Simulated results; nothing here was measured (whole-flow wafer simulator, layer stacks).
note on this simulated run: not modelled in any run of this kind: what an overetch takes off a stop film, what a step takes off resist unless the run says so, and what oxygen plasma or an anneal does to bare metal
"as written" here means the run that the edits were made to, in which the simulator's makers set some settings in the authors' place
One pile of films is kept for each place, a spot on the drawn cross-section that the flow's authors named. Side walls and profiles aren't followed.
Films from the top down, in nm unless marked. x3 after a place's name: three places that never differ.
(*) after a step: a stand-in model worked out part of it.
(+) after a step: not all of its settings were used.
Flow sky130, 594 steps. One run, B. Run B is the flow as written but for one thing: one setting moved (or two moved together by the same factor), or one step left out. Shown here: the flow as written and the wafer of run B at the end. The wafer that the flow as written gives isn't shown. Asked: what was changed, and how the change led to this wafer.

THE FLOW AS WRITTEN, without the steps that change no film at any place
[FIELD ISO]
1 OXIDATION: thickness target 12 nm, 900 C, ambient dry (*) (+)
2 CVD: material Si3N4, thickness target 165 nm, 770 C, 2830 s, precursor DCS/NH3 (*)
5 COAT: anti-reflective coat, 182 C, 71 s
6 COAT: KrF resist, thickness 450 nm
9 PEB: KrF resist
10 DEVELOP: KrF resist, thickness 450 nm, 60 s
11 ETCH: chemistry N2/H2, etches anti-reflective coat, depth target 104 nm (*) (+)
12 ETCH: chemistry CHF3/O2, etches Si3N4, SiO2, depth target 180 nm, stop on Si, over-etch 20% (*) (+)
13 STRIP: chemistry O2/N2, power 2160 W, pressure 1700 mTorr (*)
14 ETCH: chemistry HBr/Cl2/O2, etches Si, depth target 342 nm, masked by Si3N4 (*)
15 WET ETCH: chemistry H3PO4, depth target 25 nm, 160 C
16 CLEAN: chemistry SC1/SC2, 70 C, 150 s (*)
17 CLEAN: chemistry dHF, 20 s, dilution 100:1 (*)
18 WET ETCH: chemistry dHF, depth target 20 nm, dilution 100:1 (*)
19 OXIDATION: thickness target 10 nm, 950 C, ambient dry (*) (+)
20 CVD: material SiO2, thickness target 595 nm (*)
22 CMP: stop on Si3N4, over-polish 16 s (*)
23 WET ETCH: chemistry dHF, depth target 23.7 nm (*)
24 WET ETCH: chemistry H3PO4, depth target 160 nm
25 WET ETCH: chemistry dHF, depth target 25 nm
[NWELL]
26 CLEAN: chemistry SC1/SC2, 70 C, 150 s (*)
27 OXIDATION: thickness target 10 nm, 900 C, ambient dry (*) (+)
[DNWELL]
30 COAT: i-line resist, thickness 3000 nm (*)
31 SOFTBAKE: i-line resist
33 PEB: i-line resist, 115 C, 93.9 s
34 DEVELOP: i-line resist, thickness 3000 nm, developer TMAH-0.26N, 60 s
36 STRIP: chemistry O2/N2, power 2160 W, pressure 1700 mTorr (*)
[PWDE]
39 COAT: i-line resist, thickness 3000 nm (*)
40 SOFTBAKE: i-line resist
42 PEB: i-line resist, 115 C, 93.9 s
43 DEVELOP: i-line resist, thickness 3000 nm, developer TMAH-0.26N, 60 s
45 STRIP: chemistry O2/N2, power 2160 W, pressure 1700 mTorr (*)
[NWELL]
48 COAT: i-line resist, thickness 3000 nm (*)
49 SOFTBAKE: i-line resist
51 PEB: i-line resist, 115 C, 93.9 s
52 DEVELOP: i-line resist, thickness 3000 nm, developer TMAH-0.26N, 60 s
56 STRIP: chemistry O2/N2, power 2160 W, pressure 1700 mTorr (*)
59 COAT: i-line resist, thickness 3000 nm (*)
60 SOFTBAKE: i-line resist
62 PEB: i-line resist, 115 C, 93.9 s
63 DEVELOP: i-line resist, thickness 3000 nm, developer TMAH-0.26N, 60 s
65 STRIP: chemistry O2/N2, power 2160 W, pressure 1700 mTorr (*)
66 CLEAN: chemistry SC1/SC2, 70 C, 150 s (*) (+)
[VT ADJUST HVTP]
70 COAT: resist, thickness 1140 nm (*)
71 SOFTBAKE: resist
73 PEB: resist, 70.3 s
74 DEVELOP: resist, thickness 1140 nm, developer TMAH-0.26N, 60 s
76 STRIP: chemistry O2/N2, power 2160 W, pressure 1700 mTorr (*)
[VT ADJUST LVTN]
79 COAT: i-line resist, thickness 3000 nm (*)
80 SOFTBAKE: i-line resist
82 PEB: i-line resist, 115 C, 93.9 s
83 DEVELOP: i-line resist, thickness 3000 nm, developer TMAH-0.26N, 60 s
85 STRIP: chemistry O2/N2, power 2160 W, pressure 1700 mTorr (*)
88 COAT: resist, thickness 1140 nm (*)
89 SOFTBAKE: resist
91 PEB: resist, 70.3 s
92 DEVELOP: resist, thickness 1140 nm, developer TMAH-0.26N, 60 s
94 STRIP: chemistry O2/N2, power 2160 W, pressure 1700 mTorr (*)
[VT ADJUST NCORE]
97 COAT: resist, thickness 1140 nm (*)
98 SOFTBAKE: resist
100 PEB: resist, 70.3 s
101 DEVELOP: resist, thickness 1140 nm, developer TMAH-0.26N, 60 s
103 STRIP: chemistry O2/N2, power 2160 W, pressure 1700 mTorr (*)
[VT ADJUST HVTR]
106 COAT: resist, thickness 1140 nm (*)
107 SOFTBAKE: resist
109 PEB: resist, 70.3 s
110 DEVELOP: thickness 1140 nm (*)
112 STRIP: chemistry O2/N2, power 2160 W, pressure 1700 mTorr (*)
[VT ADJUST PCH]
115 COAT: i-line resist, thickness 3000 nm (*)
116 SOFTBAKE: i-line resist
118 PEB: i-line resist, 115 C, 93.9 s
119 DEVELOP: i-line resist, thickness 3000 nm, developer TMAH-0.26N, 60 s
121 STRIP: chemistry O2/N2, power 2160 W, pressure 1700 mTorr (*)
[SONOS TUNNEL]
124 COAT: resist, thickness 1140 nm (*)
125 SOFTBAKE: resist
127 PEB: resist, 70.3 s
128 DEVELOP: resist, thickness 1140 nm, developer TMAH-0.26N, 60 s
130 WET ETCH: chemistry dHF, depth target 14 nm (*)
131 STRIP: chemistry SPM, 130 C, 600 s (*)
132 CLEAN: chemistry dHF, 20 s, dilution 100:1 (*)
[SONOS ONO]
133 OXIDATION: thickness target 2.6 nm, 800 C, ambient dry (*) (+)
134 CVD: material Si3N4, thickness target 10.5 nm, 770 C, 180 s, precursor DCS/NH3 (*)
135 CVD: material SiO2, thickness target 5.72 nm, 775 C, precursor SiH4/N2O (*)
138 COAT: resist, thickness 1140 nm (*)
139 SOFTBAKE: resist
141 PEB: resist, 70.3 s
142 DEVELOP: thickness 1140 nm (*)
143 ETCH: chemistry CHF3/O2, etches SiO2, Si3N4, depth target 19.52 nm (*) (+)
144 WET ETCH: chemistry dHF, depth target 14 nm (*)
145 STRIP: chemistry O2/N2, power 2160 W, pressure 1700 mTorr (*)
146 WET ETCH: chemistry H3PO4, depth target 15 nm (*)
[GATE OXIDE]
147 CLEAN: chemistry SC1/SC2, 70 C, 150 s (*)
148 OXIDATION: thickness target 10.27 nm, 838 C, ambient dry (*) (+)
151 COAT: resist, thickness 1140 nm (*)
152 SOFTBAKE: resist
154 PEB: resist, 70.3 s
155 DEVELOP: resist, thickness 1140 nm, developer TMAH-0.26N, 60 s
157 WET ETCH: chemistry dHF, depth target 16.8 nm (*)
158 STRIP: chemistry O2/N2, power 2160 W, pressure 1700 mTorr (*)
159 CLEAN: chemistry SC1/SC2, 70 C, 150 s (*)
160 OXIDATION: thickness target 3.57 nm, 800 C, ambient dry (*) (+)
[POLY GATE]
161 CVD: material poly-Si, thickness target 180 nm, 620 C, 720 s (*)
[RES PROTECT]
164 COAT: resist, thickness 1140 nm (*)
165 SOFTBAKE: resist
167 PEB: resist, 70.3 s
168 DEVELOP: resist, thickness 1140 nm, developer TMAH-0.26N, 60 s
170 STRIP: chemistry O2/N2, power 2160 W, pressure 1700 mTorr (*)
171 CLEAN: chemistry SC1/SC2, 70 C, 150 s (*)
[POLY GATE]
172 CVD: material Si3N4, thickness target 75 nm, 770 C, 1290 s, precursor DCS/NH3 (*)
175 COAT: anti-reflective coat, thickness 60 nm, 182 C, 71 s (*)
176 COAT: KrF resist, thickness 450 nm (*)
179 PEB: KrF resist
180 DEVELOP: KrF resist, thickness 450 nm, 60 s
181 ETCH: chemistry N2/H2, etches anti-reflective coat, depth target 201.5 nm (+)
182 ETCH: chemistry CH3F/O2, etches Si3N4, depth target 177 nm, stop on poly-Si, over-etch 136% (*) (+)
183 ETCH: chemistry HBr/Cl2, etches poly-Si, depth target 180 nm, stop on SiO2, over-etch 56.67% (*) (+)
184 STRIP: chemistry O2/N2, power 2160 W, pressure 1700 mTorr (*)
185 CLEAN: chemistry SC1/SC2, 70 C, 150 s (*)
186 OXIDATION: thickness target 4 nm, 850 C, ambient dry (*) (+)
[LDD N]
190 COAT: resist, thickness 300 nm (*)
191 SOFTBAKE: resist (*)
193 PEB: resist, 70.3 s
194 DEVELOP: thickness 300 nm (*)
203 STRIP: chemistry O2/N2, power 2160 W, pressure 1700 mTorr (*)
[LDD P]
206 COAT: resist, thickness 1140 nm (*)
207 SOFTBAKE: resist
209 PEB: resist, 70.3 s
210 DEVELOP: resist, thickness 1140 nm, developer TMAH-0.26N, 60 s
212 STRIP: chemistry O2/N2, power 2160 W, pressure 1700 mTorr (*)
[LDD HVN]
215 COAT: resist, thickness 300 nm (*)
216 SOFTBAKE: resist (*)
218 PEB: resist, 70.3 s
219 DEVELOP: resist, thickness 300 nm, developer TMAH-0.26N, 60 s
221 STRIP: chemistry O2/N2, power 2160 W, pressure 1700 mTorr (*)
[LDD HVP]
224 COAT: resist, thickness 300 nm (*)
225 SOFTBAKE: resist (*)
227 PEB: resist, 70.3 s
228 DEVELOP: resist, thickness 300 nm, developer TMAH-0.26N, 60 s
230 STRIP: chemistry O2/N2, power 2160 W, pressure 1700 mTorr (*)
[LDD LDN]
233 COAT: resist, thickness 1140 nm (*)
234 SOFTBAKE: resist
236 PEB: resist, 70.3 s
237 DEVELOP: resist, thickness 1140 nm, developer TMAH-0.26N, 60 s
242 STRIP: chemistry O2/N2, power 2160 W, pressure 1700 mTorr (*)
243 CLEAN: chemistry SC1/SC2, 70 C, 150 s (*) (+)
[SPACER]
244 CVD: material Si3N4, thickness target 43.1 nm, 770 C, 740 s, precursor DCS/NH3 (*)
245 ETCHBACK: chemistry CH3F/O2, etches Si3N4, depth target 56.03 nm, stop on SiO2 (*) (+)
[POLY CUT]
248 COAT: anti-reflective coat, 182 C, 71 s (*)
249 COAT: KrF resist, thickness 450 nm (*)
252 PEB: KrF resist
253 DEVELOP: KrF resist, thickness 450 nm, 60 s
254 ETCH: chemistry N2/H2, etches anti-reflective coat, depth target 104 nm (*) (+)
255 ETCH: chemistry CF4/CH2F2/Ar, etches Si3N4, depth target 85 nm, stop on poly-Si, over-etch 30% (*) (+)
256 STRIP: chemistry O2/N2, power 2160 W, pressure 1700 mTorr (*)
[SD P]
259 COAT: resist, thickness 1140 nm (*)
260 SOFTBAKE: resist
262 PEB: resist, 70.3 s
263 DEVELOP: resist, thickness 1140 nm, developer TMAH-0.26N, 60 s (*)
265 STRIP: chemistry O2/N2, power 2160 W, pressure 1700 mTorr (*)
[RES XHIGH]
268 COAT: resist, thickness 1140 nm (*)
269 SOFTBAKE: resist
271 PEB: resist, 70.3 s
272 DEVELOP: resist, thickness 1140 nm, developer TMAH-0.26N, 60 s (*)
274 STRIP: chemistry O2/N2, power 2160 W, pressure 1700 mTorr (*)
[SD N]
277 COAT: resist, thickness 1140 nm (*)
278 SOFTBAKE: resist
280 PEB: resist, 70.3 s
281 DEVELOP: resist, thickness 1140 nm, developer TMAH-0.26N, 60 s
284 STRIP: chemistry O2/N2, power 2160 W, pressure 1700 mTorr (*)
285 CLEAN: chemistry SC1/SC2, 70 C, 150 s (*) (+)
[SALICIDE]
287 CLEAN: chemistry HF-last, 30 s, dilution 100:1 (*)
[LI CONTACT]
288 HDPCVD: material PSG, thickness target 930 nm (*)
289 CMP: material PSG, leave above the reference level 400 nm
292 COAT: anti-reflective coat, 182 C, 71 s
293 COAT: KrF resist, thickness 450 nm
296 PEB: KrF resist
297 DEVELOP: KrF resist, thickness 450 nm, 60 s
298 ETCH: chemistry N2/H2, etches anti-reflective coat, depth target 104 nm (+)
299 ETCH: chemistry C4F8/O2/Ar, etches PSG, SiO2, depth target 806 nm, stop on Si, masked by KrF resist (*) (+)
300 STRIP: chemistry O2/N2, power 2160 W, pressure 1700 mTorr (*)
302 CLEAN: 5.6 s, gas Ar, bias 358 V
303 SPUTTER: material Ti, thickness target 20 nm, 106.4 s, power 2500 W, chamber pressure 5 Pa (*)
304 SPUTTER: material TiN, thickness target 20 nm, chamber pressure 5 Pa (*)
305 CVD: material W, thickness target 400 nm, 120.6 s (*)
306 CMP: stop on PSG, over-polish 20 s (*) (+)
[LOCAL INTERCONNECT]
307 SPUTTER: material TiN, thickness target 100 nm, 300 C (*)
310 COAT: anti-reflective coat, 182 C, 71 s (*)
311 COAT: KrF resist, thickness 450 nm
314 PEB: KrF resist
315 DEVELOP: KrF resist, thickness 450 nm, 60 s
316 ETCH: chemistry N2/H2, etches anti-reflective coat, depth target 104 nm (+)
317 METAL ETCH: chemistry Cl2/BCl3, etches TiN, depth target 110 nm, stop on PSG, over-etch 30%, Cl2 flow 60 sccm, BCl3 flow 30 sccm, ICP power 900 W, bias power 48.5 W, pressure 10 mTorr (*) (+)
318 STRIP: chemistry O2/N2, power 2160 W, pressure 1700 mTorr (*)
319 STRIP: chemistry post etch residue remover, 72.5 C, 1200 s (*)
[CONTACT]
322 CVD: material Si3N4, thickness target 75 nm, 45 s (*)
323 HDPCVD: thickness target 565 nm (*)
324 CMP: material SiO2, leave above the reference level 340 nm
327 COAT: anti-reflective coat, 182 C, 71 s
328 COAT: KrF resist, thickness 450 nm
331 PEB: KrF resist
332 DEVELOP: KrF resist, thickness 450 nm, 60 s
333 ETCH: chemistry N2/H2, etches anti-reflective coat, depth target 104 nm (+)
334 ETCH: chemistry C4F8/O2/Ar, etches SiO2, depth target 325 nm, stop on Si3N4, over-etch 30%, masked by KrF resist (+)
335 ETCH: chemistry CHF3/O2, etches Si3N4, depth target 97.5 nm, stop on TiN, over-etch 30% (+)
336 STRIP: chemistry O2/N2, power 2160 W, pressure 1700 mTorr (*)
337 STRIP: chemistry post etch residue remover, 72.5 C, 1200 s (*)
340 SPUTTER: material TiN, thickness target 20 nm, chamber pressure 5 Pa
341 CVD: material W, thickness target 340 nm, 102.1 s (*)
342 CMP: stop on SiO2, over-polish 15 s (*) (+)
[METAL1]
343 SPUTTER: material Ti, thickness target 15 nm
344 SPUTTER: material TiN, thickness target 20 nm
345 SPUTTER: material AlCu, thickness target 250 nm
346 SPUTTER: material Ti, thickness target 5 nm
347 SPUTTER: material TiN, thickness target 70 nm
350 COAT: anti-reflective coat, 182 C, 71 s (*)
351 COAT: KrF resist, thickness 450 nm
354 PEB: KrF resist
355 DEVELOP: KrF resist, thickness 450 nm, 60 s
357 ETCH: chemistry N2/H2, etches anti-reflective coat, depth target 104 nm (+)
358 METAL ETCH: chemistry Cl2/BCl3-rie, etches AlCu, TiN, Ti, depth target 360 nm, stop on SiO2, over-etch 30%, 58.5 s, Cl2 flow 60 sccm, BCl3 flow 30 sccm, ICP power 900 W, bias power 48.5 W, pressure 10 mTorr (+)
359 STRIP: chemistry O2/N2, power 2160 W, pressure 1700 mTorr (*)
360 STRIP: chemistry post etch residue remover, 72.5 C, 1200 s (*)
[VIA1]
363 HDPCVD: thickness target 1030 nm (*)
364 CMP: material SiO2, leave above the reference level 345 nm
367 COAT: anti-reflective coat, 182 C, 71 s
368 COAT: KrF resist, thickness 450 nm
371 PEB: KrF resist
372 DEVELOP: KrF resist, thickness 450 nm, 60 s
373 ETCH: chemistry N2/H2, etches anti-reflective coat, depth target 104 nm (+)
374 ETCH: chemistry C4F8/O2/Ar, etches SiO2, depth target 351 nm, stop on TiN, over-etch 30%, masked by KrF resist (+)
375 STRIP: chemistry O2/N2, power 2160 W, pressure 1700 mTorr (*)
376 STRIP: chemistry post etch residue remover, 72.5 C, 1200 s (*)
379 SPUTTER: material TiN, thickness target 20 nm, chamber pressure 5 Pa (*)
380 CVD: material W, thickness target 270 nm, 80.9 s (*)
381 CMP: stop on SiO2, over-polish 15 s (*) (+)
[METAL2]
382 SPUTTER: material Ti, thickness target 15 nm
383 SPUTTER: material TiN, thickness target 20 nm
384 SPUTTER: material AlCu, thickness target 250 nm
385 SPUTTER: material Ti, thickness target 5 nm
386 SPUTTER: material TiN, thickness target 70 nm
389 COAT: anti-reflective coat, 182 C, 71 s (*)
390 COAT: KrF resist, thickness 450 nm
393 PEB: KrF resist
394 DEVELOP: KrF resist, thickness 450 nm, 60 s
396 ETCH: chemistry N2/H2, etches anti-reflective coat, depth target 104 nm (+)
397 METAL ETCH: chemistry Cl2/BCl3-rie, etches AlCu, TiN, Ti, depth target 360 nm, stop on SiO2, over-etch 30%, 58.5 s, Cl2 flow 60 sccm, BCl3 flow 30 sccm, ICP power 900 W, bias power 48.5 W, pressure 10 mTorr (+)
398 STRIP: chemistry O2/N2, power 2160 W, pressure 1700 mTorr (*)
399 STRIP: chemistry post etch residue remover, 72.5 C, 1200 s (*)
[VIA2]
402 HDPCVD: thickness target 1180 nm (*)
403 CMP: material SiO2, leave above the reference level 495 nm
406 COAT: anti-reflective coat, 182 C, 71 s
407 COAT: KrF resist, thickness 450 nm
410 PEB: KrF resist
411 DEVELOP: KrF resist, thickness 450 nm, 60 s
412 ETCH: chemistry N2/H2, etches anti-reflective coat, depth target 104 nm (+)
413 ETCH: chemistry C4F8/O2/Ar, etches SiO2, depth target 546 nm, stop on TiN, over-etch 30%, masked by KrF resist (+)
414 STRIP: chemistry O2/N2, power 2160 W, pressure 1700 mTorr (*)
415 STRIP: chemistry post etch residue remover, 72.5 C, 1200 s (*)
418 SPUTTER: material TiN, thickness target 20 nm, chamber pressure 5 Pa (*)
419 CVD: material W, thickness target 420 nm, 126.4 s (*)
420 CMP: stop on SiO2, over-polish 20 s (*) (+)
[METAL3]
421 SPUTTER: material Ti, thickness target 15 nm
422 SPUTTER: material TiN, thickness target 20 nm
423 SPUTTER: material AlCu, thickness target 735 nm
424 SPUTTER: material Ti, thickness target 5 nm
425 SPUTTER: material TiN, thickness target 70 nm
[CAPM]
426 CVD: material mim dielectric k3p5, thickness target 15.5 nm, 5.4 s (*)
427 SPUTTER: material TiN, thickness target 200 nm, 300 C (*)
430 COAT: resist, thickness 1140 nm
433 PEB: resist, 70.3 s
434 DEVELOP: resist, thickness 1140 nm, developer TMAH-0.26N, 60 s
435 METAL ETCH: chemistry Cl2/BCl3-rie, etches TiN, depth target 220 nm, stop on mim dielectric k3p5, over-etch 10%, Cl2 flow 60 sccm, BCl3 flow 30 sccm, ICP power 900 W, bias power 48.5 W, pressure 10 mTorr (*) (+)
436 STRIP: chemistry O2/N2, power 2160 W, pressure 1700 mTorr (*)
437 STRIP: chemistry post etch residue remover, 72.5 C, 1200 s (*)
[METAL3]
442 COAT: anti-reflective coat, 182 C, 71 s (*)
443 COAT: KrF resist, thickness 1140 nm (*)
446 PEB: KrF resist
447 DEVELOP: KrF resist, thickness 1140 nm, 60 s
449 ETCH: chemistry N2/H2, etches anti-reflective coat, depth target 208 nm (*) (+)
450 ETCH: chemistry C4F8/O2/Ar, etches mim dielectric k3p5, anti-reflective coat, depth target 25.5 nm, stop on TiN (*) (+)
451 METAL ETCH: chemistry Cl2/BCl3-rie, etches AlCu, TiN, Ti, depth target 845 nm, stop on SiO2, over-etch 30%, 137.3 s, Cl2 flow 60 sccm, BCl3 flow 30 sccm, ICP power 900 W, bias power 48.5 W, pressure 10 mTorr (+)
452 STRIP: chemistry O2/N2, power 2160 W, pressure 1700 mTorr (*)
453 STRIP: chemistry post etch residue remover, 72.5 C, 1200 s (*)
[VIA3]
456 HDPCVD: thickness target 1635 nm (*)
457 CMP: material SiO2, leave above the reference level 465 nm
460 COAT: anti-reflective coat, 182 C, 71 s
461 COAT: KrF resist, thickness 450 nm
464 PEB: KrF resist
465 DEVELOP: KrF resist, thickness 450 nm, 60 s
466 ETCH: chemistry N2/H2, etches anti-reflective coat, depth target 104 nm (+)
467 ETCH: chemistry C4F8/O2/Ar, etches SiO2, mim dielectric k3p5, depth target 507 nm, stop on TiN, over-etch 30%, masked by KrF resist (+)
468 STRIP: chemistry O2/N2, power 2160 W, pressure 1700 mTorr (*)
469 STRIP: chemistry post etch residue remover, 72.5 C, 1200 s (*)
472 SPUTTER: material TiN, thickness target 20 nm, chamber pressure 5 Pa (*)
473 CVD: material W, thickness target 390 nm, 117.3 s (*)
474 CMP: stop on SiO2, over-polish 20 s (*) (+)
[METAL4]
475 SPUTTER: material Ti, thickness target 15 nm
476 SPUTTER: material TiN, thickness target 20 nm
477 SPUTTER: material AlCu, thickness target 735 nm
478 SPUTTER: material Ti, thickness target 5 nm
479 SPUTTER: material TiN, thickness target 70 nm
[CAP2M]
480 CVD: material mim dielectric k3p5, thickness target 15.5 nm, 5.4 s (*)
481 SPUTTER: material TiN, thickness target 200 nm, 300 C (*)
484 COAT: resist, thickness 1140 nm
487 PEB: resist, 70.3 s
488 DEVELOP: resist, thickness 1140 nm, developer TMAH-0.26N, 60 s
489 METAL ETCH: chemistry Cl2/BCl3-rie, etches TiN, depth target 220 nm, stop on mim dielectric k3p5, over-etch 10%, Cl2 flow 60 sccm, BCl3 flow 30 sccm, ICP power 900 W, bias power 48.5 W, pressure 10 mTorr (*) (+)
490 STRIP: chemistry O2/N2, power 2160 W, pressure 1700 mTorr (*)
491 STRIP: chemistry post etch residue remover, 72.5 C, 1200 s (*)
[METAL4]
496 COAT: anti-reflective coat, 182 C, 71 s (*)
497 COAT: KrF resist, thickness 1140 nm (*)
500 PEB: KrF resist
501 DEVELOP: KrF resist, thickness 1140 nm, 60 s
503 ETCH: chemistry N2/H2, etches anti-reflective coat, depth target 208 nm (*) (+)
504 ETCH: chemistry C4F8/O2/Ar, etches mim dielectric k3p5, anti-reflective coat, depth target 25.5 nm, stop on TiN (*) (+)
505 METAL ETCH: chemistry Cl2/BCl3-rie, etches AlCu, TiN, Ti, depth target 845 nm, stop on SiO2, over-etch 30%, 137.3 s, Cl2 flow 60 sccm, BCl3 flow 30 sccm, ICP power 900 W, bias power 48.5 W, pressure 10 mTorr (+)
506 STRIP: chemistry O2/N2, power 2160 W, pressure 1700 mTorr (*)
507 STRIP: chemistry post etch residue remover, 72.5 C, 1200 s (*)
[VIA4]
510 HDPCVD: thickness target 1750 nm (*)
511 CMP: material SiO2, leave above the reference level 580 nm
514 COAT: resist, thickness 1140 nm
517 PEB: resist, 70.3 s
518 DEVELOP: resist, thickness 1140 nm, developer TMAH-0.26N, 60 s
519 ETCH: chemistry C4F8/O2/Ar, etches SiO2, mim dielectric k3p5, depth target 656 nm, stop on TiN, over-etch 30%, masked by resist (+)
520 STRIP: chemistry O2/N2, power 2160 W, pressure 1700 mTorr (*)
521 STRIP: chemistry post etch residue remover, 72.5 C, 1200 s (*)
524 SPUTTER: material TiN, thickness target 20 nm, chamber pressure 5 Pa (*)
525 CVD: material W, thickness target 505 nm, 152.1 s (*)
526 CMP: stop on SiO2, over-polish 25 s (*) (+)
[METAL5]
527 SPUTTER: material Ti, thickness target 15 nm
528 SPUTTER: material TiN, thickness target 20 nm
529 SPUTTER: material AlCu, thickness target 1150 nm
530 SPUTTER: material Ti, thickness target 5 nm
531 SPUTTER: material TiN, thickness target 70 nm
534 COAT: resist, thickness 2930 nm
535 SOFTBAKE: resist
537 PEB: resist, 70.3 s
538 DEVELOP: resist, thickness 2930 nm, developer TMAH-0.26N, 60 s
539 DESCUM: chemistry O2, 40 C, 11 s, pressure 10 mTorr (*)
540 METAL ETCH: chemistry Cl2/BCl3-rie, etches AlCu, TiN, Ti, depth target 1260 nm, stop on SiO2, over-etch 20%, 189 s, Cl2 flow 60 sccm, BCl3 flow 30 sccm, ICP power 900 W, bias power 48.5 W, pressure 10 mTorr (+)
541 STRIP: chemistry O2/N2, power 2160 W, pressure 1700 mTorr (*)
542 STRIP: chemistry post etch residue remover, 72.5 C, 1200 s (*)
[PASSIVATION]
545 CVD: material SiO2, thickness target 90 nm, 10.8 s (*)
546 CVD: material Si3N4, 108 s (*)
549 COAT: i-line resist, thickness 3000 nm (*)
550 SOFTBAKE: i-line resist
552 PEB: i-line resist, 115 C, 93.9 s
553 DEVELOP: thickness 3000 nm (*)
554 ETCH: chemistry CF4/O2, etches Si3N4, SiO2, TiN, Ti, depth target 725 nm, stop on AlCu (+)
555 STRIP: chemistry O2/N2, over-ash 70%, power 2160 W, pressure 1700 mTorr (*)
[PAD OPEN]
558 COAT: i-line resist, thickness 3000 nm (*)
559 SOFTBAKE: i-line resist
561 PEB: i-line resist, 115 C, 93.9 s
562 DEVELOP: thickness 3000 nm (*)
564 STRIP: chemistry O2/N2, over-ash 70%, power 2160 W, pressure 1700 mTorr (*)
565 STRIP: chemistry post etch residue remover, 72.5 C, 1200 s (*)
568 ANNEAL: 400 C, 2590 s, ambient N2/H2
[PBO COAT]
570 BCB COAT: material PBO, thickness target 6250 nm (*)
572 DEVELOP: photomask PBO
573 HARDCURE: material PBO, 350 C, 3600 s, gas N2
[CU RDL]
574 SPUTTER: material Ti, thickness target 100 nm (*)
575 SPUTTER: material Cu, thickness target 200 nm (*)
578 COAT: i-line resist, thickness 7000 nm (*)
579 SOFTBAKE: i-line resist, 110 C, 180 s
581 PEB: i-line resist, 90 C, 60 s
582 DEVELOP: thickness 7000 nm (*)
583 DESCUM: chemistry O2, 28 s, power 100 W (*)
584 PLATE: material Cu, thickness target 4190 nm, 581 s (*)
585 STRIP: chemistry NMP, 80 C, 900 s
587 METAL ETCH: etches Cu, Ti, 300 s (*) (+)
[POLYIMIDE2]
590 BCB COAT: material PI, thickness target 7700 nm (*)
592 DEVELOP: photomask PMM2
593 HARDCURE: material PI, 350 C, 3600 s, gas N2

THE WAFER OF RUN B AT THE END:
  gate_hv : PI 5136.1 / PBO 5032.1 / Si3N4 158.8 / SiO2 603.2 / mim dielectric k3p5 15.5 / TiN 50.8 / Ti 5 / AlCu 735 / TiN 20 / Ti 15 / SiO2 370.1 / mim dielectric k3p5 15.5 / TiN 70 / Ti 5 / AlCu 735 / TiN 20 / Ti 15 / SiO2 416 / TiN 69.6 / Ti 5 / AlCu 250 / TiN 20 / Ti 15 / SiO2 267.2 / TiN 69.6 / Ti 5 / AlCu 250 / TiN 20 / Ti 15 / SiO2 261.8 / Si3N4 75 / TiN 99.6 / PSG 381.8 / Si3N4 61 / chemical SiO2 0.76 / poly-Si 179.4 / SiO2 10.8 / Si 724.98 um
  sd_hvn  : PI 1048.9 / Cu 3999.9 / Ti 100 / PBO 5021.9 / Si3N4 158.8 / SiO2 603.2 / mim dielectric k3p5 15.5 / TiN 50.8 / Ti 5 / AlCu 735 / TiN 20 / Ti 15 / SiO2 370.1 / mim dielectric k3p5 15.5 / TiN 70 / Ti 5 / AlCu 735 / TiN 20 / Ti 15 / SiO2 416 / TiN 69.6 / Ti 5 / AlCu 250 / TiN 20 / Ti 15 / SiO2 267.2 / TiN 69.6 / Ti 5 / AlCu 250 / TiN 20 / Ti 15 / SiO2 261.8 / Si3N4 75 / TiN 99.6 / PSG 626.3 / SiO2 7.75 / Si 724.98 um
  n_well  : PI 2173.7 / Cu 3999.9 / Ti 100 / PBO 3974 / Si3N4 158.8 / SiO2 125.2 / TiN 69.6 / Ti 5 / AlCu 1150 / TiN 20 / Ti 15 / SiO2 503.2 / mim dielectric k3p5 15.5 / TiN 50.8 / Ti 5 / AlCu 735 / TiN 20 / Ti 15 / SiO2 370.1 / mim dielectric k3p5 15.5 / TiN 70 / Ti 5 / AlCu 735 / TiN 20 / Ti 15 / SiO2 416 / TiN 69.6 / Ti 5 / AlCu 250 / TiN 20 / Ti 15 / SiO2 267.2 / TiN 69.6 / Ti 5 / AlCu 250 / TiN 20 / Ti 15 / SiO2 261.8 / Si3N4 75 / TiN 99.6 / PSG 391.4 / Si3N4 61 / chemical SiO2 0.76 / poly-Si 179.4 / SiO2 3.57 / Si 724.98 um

The cause: step 479, SPUTTER: thickness target 50.8 nm was run, where the flow has thickness target 70 nm.
It can be read off the wafer: gate_hv has TiN 50.8, and step 479 as written asks for 70 nm.

How the change led to this, step by step:
  479 SPUTTER: material TiN, thickness target 70 nm
      field, active, n_well and 189 more: TiN +50.8 (new film) (as written it would be: TiN +70 (new film))
  505 METAL ETCH: chemistry Cl2/BCl3-rie, etches AlCu, TiN, Ti, depth target 845 nm, stop on SiO2, over-etch 30%, 137.3 s, Cl2 flow 60 sccm, BCl3 flow 30 sccm, ICP power 900 W, bias power 48.5 W, pressure 10 mTorr (+)
      field, gate, spacer and 68 more: TiN -50.8 (all of it), Ti -5 (all of it), AlCu -735 (all of it), TiN -20 (all of it), Ti -15 (all of it), SiO2 -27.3 (as written it would be: TiN -70 (all of it), Ti -5 (all of it), AlCu -735 (all of it), TiN -20 (all of it), Ti -15 (all of it), SiO2 -25.4)
      active, vpp_iso1, mim_edge_plate and 14 more: TiN -50.8 (all of it), Ti -5 (all of it), AlCu -735 (all of it), TiN -20 (all of it), Ti -15 (all of it), SiO2 -27.3 (as written it would be: TiN -70 (all of it), Ti -5 (all of it), AlCu -735 (all of it), TiN -20 (all of it), Ti -15 (all of it), SiO2 -25.3)
  519 ETCH: chemistry C4F8/O2/Ar, etches SiO2, mim dielectric k3p5, depth target 656 nm, stop on TiN, over-etch 30%, masked by resist (+)
      m1: SiO2 -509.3 (all of it), mim dielectric k3p5 -15.5 (all of it) (as written it would be: SiO2 -490.1 (all of it), mim dielectric k3p5 -15.5 (all of it))
      via4_hole: SiO2 -508.7 (all of it), mim dielectric k3p5 -15.5 (all of it) (as written it would be: SiO2 -489.5 (all of it), mim dielectric k3p5 -15.5 (all of it))
